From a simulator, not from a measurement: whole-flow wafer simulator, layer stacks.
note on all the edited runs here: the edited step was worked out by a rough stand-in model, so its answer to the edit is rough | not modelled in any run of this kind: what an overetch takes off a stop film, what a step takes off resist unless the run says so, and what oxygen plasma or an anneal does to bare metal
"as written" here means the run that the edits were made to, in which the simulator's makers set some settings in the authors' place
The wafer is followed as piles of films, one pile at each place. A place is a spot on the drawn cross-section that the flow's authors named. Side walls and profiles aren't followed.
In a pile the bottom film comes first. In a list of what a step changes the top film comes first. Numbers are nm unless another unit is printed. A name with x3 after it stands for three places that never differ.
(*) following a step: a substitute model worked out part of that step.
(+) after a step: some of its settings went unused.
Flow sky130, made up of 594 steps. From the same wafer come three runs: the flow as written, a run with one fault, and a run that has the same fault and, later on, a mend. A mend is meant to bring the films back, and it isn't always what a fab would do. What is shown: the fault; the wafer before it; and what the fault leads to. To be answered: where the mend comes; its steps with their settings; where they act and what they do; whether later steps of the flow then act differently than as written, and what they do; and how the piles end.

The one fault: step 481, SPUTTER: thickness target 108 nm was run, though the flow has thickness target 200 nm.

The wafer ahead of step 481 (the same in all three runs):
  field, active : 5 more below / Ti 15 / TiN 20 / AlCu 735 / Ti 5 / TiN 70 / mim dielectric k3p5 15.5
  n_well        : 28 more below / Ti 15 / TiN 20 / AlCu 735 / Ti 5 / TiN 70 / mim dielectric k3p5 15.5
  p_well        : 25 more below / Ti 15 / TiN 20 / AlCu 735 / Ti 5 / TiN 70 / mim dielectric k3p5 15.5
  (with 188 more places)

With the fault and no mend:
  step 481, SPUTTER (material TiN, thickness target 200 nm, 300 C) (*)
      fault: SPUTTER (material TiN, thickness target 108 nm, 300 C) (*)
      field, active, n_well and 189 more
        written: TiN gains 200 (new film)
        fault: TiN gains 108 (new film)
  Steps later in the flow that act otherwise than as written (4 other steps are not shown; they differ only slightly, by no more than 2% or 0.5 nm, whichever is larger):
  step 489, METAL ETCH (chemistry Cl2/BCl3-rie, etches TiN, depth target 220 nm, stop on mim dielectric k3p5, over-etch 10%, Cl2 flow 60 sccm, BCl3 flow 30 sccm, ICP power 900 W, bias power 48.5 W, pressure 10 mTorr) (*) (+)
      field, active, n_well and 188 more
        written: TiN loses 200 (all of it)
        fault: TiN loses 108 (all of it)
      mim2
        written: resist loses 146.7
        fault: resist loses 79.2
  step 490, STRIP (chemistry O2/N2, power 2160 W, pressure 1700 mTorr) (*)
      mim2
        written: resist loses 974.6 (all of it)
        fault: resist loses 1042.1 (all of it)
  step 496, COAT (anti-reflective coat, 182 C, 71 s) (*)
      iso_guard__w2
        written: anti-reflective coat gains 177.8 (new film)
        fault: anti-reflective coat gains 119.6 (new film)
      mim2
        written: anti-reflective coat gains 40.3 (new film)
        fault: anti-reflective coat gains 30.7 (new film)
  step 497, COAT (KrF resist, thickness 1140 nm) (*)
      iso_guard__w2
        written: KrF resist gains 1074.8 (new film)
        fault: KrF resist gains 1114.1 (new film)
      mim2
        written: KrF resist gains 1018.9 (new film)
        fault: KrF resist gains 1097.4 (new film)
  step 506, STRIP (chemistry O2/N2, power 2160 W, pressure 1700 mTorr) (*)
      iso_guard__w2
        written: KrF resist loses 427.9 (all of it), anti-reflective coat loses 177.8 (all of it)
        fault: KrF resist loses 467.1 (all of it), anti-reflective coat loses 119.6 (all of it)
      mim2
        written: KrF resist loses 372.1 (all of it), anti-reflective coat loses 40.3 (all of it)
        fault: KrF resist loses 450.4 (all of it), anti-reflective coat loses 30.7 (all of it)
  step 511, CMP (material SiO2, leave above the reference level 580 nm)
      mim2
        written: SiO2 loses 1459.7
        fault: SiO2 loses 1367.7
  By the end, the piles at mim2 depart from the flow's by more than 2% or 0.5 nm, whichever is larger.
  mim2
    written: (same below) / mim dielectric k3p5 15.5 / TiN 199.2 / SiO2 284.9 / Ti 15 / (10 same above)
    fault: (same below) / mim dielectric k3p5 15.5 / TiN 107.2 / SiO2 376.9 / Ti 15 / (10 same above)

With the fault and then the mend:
  The mend stands after step 488.
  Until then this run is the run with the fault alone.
  step 488a, STRIP (chemistry O2/N2, power 2160 W, pressure 1700 mTorr) (*)
      mim2
        resist loses 1121.3 (all of it)
  step 488b, SPUTTER (material TiN, thickness target 92 nm, 300 C) (*) (the flow's step 481 again, with other settings)
      field, active, n_well and 189 more
        TiN gains 92
  step 488c, HMDS (120 C, 60 s) (the flow's step 483 again)
      does not change any film at any place that is followed
  step 488d, COAT (resist, thickness 1140 nm) (the flow's step 484 again)
      field, active, n_well and 187 more
        resist gains 1140 (new film)
      m1, via3_hole
        resist gains 1140.6 (new film)
  step 488e, SOFTBAKE (resist) (the flow's step 485 again)
      does not change any film at any place that is followed
  step 488f, EXPOSE (photomask CAP2M, dose 177.7 mJ/cm2, NA 0.6, wavelength 365 nm) (*) (the flow's step 486 again)
      does not change any film at any place that is followed
  step 488g, PEB (resist, 70.3 s) (the flow's step 487 again)
      field, active, n_well and 189 more
        resist loses 18.7
  step 488h, DEVELOP (resist, thickness 1140 nm, developer TMAH-0.26N, 60 s) (the flow's step 488 again)
      field, active, n_well and 186 more
        resist loses 1121.3 (all of it)
      m1, via3_hole
        resist loses 1121.9 (all of it)
  None of the later steps of the flow acts differently than as written at any place that is followed.
  By the end, the piles equal the flow's at every place that both follow.
